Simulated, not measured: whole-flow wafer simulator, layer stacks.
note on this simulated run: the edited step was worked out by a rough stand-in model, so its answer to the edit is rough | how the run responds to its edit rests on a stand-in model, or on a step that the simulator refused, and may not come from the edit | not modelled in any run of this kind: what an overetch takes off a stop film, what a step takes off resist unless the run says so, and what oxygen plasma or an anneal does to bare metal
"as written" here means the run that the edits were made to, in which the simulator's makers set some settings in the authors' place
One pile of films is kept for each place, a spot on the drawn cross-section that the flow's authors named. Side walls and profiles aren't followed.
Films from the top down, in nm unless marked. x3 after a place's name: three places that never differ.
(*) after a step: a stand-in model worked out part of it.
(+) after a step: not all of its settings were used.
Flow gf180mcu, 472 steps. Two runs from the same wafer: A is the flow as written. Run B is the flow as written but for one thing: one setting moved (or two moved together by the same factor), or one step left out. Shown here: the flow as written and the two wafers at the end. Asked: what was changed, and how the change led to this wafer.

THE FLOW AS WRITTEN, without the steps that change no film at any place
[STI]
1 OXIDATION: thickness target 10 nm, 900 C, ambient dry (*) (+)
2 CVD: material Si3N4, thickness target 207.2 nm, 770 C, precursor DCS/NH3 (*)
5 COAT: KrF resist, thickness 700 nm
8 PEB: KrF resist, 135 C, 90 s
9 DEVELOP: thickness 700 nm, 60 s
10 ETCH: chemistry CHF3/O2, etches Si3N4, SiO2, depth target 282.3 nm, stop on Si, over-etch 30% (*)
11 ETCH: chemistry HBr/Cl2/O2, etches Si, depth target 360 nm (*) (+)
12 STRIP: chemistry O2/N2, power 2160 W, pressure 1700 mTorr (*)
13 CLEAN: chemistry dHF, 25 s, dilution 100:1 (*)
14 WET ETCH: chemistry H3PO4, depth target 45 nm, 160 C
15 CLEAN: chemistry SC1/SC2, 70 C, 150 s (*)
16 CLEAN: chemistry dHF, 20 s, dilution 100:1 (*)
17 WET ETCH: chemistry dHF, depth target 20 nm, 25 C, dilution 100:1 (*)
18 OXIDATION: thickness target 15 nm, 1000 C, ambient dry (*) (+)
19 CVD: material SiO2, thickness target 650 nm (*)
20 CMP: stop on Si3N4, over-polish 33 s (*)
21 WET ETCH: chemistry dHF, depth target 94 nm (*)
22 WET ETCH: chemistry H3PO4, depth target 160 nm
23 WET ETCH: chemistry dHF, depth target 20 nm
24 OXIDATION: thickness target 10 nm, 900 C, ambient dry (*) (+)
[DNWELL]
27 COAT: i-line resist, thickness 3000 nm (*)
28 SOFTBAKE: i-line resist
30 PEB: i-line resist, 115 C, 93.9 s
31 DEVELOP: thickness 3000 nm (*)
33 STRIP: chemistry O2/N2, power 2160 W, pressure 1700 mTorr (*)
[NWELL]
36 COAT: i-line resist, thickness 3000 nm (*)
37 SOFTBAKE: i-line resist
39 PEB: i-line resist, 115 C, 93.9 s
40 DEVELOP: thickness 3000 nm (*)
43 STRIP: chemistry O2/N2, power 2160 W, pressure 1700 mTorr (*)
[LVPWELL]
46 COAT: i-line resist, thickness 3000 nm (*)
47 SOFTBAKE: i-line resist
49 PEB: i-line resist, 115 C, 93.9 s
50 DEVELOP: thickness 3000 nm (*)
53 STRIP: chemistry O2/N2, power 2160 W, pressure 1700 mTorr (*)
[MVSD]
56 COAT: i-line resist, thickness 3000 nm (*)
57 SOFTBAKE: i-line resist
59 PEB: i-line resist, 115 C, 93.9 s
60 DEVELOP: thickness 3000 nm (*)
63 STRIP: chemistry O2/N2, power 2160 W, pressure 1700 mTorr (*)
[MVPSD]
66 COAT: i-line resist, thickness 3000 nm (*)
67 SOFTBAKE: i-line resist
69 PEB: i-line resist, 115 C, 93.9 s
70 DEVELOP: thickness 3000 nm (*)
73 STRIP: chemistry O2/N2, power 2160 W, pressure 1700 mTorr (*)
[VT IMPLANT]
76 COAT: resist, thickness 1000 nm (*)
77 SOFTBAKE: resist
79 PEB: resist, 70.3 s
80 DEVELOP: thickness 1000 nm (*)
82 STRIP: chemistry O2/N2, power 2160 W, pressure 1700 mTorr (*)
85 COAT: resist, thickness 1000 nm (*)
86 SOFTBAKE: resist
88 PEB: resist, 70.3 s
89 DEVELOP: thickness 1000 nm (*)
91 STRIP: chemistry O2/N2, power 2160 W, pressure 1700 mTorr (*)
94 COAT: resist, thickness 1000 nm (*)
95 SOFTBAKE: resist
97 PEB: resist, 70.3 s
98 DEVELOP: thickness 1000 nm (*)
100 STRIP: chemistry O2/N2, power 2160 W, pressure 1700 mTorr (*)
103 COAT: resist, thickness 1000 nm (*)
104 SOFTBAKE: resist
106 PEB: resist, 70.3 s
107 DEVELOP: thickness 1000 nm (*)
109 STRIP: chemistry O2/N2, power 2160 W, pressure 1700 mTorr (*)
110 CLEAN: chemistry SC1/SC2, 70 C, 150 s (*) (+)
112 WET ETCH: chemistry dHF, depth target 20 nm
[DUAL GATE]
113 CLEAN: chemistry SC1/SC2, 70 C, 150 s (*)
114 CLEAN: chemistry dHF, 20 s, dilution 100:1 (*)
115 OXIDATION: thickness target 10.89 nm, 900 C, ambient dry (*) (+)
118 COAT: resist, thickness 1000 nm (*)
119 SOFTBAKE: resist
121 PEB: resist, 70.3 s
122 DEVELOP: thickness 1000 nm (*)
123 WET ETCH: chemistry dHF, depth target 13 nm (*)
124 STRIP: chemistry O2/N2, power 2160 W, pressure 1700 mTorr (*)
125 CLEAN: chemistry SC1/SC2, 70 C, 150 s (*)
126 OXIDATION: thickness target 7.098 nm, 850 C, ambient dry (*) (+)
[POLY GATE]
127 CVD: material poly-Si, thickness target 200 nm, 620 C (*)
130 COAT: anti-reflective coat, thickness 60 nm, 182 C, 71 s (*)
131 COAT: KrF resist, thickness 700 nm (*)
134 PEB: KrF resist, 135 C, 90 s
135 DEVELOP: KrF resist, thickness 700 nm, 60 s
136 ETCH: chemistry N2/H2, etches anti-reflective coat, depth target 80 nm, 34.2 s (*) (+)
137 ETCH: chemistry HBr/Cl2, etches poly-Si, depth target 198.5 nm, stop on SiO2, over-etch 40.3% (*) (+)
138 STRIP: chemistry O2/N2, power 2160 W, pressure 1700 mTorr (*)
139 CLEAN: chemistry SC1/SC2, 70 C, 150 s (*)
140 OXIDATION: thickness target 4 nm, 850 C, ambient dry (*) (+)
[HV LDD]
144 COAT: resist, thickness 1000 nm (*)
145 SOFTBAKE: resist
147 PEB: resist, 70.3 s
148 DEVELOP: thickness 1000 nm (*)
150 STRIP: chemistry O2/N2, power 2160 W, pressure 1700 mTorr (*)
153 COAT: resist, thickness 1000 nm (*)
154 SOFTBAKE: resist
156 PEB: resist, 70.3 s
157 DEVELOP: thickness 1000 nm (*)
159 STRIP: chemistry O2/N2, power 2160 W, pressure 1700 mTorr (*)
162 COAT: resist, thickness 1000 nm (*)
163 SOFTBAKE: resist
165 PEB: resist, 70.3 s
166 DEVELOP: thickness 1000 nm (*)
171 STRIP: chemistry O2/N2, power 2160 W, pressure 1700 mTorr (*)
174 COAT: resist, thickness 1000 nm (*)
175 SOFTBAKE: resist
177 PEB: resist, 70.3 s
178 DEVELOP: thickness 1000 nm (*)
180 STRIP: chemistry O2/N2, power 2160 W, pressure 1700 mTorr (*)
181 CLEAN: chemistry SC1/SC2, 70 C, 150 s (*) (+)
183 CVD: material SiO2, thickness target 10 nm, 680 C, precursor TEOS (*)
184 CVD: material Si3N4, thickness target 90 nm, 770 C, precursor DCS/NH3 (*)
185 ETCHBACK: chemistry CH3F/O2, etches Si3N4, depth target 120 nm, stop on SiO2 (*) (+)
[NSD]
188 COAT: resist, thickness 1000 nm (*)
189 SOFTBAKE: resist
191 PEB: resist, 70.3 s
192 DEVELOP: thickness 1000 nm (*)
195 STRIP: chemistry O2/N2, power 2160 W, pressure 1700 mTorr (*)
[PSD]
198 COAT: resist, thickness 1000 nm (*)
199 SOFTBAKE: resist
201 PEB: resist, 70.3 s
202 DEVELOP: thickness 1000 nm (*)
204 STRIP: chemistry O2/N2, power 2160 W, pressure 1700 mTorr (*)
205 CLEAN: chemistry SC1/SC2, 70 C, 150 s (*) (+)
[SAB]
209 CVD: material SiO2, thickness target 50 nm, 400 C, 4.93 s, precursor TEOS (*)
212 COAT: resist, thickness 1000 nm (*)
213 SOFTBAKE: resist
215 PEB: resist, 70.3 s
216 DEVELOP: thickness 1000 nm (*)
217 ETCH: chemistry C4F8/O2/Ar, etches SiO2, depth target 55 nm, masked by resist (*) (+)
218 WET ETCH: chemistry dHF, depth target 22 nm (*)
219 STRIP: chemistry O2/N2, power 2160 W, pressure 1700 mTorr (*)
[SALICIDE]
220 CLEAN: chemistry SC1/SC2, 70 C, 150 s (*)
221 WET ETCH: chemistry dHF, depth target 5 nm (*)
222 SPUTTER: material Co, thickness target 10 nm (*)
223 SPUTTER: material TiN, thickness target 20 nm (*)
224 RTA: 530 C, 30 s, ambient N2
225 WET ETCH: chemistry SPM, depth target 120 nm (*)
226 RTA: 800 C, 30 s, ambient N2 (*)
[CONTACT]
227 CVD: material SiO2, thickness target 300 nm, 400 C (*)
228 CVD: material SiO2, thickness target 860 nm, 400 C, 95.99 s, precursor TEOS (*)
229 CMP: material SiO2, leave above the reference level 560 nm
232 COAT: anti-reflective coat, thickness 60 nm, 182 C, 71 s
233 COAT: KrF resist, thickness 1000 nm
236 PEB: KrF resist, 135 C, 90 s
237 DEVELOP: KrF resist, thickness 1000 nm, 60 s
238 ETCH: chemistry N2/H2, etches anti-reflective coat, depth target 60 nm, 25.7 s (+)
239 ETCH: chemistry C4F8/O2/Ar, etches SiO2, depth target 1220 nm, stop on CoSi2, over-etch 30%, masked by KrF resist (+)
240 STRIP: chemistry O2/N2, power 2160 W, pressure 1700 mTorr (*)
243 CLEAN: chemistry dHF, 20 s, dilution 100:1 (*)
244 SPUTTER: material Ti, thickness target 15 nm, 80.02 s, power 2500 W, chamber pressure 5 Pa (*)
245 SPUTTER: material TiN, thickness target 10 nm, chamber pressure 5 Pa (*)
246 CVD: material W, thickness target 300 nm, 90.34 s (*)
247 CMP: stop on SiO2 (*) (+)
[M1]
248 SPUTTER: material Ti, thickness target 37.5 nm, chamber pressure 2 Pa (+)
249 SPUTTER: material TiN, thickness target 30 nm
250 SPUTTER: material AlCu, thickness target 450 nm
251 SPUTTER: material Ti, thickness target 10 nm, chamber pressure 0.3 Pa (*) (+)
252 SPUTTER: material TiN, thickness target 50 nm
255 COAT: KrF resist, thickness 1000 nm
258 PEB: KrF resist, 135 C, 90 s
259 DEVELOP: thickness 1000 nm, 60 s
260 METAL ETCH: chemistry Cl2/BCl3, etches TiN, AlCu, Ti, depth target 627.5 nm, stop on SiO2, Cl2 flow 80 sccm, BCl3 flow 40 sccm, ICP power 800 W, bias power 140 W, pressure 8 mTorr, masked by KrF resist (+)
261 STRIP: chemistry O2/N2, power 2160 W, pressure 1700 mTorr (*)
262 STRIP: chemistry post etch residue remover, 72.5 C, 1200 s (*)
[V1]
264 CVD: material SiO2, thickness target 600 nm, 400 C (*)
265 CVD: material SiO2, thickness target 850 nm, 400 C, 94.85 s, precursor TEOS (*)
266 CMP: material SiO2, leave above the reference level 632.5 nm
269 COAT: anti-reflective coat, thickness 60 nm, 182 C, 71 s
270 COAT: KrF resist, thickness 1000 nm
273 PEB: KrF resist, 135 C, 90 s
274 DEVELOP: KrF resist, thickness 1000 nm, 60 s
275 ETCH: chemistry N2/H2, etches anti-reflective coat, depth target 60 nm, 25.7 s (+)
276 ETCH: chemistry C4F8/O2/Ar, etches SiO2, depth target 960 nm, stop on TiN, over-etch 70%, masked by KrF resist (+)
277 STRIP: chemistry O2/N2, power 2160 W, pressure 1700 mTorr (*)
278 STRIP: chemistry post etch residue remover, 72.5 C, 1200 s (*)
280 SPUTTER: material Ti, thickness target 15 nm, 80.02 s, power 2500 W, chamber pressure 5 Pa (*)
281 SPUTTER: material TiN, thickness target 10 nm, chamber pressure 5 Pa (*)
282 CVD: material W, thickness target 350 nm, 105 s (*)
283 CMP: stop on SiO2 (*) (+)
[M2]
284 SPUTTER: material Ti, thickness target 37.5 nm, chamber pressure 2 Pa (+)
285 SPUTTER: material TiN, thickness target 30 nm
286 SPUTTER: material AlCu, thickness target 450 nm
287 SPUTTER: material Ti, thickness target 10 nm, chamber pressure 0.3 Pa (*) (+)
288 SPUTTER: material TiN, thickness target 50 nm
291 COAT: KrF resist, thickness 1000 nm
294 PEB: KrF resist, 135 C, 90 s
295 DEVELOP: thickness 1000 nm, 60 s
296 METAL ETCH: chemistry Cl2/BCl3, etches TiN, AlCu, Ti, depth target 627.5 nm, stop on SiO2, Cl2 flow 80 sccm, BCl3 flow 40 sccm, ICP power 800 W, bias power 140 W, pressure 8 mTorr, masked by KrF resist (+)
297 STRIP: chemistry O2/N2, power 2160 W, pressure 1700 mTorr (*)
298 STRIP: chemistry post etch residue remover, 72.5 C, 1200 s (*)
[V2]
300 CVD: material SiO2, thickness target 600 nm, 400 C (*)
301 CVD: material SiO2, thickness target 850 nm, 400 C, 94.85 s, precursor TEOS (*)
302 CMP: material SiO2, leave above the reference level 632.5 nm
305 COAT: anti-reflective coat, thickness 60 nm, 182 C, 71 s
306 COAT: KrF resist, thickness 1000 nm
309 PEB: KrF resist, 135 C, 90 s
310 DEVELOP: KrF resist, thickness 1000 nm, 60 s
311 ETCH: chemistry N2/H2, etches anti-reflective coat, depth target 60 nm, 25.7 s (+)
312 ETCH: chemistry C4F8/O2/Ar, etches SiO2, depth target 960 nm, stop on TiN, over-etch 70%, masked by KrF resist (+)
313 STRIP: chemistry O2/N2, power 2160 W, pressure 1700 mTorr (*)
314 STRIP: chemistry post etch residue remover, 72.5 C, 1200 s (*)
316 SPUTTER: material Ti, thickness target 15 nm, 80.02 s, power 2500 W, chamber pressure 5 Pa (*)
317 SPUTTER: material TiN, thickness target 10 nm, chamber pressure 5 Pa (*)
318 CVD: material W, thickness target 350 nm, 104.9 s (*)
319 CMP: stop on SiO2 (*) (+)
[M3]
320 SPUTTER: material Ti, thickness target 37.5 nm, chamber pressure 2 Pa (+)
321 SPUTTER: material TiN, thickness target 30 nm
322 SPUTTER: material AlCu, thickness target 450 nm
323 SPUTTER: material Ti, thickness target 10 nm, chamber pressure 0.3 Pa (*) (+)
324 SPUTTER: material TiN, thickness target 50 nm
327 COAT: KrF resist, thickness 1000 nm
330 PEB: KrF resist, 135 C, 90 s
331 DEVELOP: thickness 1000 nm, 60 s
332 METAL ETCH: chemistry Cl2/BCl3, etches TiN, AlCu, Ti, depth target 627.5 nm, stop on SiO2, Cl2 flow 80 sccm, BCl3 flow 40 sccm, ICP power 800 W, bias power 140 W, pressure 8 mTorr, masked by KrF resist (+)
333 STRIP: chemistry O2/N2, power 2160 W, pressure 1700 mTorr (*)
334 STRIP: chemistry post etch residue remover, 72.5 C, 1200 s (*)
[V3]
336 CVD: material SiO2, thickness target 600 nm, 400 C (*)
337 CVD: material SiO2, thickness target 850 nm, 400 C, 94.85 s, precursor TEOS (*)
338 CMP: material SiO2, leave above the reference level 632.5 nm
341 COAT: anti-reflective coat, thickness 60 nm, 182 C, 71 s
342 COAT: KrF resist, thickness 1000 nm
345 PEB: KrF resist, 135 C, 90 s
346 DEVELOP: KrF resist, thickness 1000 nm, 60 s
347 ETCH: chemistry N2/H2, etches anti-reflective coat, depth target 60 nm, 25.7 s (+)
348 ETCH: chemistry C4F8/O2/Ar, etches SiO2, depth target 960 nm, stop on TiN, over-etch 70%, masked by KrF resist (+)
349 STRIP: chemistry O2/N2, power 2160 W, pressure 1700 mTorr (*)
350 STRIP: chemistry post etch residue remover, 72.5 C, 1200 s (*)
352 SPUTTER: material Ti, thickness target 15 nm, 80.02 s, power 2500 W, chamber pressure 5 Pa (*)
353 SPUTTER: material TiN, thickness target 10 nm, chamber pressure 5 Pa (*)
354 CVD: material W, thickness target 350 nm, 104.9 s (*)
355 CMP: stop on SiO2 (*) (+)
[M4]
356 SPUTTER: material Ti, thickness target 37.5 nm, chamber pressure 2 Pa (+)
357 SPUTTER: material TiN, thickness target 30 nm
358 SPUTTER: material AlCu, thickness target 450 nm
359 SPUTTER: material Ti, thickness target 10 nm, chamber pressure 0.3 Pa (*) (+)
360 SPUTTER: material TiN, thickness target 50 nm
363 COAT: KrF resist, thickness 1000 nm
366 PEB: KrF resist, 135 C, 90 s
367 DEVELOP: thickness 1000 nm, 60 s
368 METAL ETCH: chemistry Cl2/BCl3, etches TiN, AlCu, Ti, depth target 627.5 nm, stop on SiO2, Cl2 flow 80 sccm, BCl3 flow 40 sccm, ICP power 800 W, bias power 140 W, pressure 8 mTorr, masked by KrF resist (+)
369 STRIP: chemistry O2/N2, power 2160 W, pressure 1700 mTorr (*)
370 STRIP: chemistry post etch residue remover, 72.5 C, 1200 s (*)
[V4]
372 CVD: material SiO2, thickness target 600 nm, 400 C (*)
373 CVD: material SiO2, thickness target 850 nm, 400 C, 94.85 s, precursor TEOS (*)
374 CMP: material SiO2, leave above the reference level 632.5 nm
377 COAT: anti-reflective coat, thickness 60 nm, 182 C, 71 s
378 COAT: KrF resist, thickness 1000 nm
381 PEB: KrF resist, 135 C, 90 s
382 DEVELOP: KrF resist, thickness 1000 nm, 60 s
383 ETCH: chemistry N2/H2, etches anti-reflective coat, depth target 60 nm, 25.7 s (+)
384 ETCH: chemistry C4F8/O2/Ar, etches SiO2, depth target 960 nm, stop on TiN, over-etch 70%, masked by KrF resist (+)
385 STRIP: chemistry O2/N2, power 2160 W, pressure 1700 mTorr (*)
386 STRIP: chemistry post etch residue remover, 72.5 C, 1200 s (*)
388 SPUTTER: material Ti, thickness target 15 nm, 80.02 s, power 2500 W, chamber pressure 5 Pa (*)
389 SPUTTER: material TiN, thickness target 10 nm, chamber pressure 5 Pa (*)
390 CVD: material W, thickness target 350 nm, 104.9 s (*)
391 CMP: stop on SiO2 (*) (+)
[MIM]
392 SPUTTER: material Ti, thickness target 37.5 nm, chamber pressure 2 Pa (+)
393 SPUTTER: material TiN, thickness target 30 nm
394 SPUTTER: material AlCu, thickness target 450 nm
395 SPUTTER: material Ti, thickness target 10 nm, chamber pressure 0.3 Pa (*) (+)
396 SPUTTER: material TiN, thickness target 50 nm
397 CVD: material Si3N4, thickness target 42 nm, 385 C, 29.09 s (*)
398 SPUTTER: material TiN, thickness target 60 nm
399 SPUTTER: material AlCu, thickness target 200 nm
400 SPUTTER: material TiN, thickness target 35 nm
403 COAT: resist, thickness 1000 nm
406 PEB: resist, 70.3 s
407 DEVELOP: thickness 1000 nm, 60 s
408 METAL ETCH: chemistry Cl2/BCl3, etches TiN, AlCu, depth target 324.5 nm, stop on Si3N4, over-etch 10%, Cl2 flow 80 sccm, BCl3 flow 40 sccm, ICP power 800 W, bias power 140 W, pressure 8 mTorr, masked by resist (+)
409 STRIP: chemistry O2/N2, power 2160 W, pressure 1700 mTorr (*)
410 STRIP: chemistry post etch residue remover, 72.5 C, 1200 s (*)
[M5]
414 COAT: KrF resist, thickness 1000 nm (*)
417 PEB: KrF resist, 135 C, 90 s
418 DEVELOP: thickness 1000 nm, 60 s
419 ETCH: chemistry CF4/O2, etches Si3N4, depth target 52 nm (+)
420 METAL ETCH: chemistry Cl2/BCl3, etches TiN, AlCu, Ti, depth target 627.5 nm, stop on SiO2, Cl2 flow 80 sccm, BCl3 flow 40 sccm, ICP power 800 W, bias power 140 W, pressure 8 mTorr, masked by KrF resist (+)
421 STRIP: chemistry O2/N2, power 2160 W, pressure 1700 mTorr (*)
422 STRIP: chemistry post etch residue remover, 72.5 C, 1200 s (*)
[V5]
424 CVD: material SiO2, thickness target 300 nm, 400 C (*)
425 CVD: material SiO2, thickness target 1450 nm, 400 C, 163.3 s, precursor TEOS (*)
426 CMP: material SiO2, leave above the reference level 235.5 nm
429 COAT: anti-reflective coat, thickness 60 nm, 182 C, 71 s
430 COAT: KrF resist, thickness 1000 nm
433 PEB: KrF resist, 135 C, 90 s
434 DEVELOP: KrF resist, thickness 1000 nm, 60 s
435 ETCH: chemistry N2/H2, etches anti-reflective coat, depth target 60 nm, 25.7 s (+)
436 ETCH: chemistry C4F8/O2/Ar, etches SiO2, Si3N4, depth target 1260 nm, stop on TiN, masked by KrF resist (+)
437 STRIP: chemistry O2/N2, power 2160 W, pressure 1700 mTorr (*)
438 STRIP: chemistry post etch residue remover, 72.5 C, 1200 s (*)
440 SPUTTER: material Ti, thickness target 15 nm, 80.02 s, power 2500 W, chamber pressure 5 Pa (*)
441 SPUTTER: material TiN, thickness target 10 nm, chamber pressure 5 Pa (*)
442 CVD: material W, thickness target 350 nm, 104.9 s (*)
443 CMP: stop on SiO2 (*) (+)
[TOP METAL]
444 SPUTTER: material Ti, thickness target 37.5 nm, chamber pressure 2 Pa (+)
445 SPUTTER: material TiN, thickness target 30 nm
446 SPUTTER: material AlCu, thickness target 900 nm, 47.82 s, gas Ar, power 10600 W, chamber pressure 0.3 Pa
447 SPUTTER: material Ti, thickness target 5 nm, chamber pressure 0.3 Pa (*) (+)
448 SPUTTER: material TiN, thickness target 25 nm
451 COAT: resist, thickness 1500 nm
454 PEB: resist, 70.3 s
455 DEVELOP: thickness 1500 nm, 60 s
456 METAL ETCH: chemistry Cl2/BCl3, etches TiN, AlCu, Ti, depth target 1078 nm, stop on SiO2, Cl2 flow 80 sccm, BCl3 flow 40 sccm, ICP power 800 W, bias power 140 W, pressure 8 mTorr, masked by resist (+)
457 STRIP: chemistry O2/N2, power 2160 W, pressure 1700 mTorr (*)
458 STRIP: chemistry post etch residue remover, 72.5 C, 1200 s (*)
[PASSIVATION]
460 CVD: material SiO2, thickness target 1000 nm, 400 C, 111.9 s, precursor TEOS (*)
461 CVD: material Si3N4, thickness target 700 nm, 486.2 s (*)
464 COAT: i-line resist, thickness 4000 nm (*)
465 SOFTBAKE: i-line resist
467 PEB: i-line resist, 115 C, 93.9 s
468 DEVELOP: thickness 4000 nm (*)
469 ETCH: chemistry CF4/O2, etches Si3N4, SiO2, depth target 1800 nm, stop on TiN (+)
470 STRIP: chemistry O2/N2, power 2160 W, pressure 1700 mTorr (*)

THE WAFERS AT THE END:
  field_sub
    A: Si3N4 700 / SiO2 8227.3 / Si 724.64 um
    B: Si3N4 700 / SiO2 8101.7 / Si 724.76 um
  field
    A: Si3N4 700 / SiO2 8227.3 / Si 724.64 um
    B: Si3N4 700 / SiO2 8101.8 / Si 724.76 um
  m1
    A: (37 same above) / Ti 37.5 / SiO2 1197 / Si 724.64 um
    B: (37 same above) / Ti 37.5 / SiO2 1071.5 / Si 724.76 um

The cause: step 11, ETCH: depth target 234 nm was run, where the flow has depth target 360 nm.

How the change led to this, step by step:
  11 ETCH: chemistry HBr/Cl2/O2, etches Si, depth target 360 nm (*) (+)
      active, n_well, p_well and 40 more: A KrF resist -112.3 | B KrF resist -70.3
      field, field_sub, sti and 34 more: A Si -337 | B Si -211
  12 STRIP: chemistry O2/N2, power 2160 W, pressure 1700 mTorr (*)
      active, n_well, p_well and 40 more: A KrF resist -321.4 (all of it) | B KrF resist -363.4 (all of it)
  19 CVD: material SiO2, thickness target 650 nm (*)
      m1, ld_fp_n, ld_drift_n and 8 more: A SiO2 +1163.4 | B SiO2 +1037.4
  20 CMP: stop on Si3N4, over-polish 33 s (*)
      sti, mim_1p0, pad and 11 more: A SiO2 -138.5 | B SiO2 -264.5
      nw_enc_fld, nw_enc_fld_lv: A SiO2 -142.5 | B SiO2 -268.5
      (and at 10 more places)
  189 SOFTBAKE: resist
      field__w9: A resist +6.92 | B resist -3.05
  199 SOFTBAKE: resist
      field__w9: A resist +6.92 | B resist -3.05
